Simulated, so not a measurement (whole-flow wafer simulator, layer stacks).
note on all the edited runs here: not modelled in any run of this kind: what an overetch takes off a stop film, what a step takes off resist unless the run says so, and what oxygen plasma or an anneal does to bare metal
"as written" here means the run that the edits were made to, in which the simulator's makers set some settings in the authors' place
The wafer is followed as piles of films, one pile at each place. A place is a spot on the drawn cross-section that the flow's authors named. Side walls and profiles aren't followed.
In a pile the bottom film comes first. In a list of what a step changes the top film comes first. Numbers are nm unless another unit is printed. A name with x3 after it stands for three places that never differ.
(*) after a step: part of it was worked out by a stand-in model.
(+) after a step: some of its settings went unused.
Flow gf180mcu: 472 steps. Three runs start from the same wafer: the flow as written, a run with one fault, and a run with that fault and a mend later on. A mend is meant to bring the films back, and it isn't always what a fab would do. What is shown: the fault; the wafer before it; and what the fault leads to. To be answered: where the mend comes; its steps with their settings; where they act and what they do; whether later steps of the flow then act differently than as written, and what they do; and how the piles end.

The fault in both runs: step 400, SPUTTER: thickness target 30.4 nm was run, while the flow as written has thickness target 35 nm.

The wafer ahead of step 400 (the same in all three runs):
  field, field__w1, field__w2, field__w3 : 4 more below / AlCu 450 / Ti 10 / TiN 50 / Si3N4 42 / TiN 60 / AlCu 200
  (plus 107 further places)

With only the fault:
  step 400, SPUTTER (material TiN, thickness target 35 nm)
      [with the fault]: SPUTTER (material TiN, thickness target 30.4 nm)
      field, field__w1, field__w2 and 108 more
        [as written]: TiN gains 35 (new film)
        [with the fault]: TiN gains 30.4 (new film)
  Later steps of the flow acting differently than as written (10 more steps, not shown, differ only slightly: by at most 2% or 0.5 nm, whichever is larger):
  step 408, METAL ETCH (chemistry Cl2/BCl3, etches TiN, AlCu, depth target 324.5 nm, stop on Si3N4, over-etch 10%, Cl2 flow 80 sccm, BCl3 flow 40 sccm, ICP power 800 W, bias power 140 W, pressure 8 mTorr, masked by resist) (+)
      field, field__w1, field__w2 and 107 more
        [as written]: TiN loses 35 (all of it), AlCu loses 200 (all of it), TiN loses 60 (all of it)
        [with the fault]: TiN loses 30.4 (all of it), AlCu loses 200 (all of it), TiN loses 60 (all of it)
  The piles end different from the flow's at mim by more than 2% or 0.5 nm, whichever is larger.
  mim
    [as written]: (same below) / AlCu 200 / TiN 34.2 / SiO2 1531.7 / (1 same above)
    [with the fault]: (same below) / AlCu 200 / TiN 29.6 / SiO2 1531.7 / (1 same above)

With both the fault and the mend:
  After step 407 comes the mend.
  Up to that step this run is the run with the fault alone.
  step 407a, STRIP (chemistry O2/N2, power 2160 W, pressure 1700 mTorr) (*)
      mim
        resist loses 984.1 (all of it)
  step 407b, SPUTTER (material TiN, thickness target 4.6 nm) (a further turn of the flow's step 400, with different settings)
      field, field__w1, field__w2 and 108 more
        TiN gains 4.6
  step 407c, HMDS (120 C, 60 s) (a further turn of the flow's step 402)
      does not change any film at any place that is followed
  step 407d, COAT (resist, thickness 1000 nm) (a further turn of the flow's step 403)
      field, field__w1, field__w2 and 108 more
        resist gains 1000 (new film)
  step 407e, SOFTBAKE (resist) (a further turn of the flow's step 404)
      does not change any film at any place that is followed
  step 407f, EXPOSE (photomask FuseTop) (a further turn of the flow's step 405)
      does not change any film at any place that is followed
  step 407g, PEB (resist, 70.3 s) (a further turn of the flow's step 406)
      field, field__w1, field__w2 and 108 more
        resist loses 15.9
  step 407h, DEVELOP (thickness 1000 nm, 60 s) (a further turn of the flow's step 407)
      field, field__w1, field__w2 and 107 more
        resist loses 984.1 (all of it)
  Every later step of the flow that is run acts as written at every place that is followed.
  By the end, the piles equal the flow's at every place that both follow.
